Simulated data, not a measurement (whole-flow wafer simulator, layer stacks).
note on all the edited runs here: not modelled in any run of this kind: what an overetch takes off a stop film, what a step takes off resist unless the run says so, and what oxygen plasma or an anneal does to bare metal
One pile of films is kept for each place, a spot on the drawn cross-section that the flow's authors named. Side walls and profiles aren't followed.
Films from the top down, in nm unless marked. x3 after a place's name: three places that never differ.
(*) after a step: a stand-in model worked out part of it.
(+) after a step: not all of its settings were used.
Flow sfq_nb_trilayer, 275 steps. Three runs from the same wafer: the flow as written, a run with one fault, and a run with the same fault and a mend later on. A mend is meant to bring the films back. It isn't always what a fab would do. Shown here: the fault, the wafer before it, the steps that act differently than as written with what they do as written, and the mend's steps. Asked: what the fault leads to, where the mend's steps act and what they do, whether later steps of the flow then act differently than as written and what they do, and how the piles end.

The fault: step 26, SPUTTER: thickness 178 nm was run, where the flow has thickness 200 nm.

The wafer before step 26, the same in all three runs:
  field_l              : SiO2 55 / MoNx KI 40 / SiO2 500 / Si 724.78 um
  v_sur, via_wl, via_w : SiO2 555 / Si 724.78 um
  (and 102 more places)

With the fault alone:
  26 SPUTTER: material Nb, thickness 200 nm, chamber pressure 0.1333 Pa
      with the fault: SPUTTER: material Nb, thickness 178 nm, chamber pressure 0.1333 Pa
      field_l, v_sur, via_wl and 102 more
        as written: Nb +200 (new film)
        with the fault: Nb +178 (new film)
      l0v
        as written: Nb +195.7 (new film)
        with the fault: Nb +173.7 (new film)
  Later steps of the flow that act differently than as written (3 more steps differ only slightly, by at most 2% or 0.5 nm, whichever is larger, and aren't shown):
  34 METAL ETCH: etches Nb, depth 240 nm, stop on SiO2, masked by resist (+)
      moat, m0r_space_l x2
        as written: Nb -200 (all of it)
        with the fault: Nb -178 (all of it)
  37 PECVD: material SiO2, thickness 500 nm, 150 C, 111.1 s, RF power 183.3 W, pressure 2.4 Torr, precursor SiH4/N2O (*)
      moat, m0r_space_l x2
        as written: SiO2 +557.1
        with the fault: SiO2 +535.1
  At the end the piles differ from the flow's by more than 2% or 0.5 nm, whichever is larger, at field_l, v_sur, via_wl and 100 more.
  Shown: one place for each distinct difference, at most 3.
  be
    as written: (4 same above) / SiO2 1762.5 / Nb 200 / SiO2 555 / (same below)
    with the fault: (4 same above) / SiO2 1762.5 / Nb 178 / SiO2 555 / (same below)
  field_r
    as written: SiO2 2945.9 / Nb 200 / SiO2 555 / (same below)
    with the fault: SiO2 2945.9 / Nb 178 / SiO2 555 / (same below)
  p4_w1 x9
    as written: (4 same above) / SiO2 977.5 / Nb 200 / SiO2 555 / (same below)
    with the fault: (4 same above) / SiO2 977.5 / Nb 178 / SiO2 555 / (same below)

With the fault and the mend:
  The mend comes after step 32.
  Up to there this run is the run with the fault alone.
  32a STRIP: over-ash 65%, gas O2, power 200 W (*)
      p4_fl x3, p4_w1 x9, p4_g1 x2 and 57 more
        KrF resist -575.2 (all of it), anti-reflective coat -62 (all of it)
      jj_sur, ce_l, c5j and 6 more
        KrF resist -581.9 (all of it), anti-reflective coat -63.6 (all of it)
      l0r_line_l, l0r_line_c, l0r_line_r
        KrF resist -571.4 (all of it), anti-reflective coat -59 (all of it)
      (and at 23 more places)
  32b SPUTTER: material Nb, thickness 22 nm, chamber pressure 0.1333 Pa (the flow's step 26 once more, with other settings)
      field_l, via_wl, via_w and 100 more
        Nb +22
      v_sur
        Nb +21.2
      lsp_r
        Nb +21.6
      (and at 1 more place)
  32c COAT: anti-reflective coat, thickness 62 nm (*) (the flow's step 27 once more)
      p4_fl x3, p4_w1 x9, p4_g1 x2 and 59 more
        anti-reflective coat +62 (new film)
      gap, jj_sur, ce_l and 8 more
        anti-reflective coat +63.6 (new film)
      via_v, wire, ln_m5, lsp_m, ln_m6
        anti-reflective coat +63.8 (new film)
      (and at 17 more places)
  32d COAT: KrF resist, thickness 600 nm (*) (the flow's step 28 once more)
      p4_fl x3, p4_w1 x9, p4_g1 x2 and 59 more
        KrF resist +600 (new film)
      jj_sur, ce_l, c5j, res, r_end
        KrF resist +606.7 (new film)
      ce_r, sp_r, be_r, r_sur
        KrF resist +606.6 (new film)
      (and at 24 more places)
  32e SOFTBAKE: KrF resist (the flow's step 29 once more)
      changes no film at any place that is followed
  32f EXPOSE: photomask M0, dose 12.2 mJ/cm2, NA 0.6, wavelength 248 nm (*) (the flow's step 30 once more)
      changes no film at any place that is followed
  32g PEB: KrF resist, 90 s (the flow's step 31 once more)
      p4_fl x3, p4_w1 x9, p4_g1 x2 and 62 more
        KrF resist -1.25
      v_sur, via_wr, via_sp and 21 more
        KrF resist -1.27
      field_l, l0_sur
        KrF resist -1.23
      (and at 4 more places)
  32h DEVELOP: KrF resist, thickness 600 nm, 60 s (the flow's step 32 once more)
      field_l, v_sur, via_wl and 100 more
        KrF resist -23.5
      m0r_space_l x2
        KrF resist -598.7 (all of it)
      moat
        KrF resist -605.5 (all of it)
  No later step of the flow acts differently than as written, at any place that is followed, by more than 2% or 0.5 nm, whichever is larger.
  At the end the piles differ from the flow's only slightly at the places that both follow, by at most 2% or 0.5 nm, whichever is larger.
